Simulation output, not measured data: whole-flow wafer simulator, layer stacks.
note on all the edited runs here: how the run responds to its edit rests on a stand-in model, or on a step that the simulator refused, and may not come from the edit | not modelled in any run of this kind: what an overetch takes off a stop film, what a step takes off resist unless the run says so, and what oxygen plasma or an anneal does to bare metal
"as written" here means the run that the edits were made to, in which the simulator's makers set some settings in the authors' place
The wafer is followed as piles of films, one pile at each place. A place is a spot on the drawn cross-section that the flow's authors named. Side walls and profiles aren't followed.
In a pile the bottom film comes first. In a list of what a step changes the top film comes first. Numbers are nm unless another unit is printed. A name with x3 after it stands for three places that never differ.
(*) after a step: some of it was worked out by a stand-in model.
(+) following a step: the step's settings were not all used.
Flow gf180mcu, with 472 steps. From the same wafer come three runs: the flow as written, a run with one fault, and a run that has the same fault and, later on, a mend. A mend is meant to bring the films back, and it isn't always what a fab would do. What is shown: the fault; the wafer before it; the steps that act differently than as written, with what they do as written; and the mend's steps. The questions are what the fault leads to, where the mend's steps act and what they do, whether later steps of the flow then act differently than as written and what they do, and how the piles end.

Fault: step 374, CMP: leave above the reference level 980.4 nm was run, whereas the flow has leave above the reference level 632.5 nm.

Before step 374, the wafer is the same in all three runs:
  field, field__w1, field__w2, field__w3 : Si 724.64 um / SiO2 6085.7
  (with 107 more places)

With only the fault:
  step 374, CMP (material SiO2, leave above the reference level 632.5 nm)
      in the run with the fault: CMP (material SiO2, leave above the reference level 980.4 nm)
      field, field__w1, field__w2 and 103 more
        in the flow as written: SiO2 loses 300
        in the run with the fault: nothing
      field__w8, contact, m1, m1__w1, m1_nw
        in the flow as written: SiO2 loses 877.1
        in the run with the fault: SiO2 loses 529.2
  Later steps of the flow acting differently than as written (9 other steps are not shown; they differ only slightly, by no more than 2% or 0.5 nm, whichever is larger):
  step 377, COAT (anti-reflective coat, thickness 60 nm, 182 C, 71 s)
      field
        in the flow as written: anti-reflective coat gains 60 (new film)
        in the run with the fault: anti-reflective coat gains 79.1 (new film)
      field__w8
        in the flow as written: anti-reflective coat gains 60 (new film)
        in the run with the fault: anti-reflective coat gains 33.4 (new film)
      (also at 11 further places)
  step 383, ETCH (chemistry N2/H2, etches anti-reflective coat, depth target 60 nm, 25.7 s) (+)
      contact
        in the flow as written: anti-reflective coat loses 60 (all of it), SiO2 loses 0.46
        in the run with the fault: anti-reflective coat loses 35.5 (all of it), SiO2 loses 1.09
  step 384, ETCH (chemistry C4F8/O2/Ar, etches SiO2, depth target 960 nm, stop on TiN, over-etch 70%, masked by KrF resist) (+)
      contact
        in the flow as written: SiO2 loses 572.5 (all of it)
        in the run with the fault: SiO2 loses 919.7 (all of it)
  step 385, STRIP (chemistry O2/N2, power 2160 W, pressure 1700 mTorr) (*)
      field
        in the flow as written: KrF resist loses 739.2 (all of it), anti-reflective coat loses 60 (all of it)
        in the run with the fault: KrF resist loses 729.9 (all of it), anti-reflective coat loses 79.1 (all of it)
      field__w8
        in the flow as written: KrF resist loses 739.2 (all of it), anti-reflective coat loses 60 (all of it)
        in the run with the fault: KrF resist loses 734.4 (all of it), anti-reflective coat loses 33.4 (all of it)
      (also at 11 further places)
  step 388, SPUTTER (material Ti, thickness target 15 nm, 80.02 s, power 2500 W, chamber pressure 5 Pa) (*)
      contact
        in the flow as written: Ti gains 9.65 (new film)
        in the run with the fault: Ti gains 8.11 (new film)
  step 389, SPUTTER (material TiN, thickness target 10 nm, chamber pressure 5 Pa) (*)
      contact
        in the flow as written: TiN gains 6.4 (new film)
        in the run with the fault: TiN gains 5.38 (new film)
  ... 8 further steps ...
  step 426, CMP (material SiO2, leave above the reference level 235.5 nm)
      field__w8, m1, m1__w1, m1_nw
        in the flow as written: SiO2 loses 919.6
        in the run with the fault: SiO2 loses 965.7
  At field, field__w1, field__w2 and 109 more, the piles at the end differ from the flow's by more than 2% or 0.5 nm, whichever is larger.
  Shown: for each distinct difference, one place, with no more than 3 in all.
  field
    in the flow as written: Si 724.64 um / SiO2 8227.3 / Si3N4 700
    in the run with the fault: Si 724.64 um / SiO2 8527.3 / Si3N4 700
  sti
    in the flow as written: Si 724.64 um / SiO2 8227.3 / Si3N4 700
    in the run with the fault: Si 724.64 um / SiO2 8527.2 / Si3N4 700
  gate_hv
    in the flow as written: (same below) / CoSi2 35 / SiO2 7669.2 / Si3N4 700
    in the run with the fault: (same below) / CoSi2 35 / SiO2 7969.1 / Si3N4 700

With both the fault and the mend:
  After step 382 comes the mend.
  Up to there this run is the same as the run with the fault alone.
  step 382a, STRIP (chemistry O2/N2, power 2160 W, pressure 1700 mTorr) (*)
      iso_ptap_pw, iso_ntap_nw, iso_nw_fld and 33 more
        KrF resist loses 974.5 (all of it), anti-reflective coat loses 60 (all of it)
      field_sub, field_sub__w1, field_sub__w2 and 14 more
        KrF resist loses 974.9 (all of it), anti-reflective coat loses 60.1 (all of it)
      field__w6, field__w7, field__w11 and 6 more
        KrF resist loses 975 (all of it), anti-reflective coat loses 60.1 (all of it)
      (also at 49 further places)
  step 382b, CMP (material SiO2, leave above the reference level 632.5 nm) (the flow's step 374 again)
      field, field__w1, field__w2 and 103 more
        SiO2 loses 300
      field__w8, contact, m1, m1__w1, m1_nw
        SiO2 loses 347.9
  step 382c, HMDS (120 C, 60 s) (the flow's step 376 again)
      alters no film at any place that is followed
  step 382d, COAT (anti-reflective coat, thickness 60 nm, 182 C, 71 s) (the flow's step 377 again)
      field, field__w1, field__w2 and 108 more
        anti-reflective coat gains 60 (new film)
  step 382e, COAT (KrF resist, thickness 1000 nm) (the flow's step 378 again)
      field, field__w1, field__w2 and 108 more
        KrF resist gains 1000 (new film)
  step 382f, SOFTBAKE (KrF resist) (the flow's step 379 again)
      alters no film at any place that is followed
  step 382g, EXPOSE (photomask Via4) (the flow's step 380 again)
      alters no film at any place that is followed
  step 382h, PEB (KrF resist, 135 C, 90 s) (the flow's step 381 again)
      field, field__w1, field__w2 and 108 more
        KrF resist loses 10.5
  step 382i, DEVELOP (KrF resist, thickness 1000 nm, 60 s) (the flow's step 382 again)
      field, field__w1, field__w2 and 107 more
        KrF resist loses 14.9
      contact
        KrF resist loses 989.5 (all of it)
  Every later step of the flow that is run acts as written at every place that is followed.
  At every place that both follow, the piles at the end match the flow's.
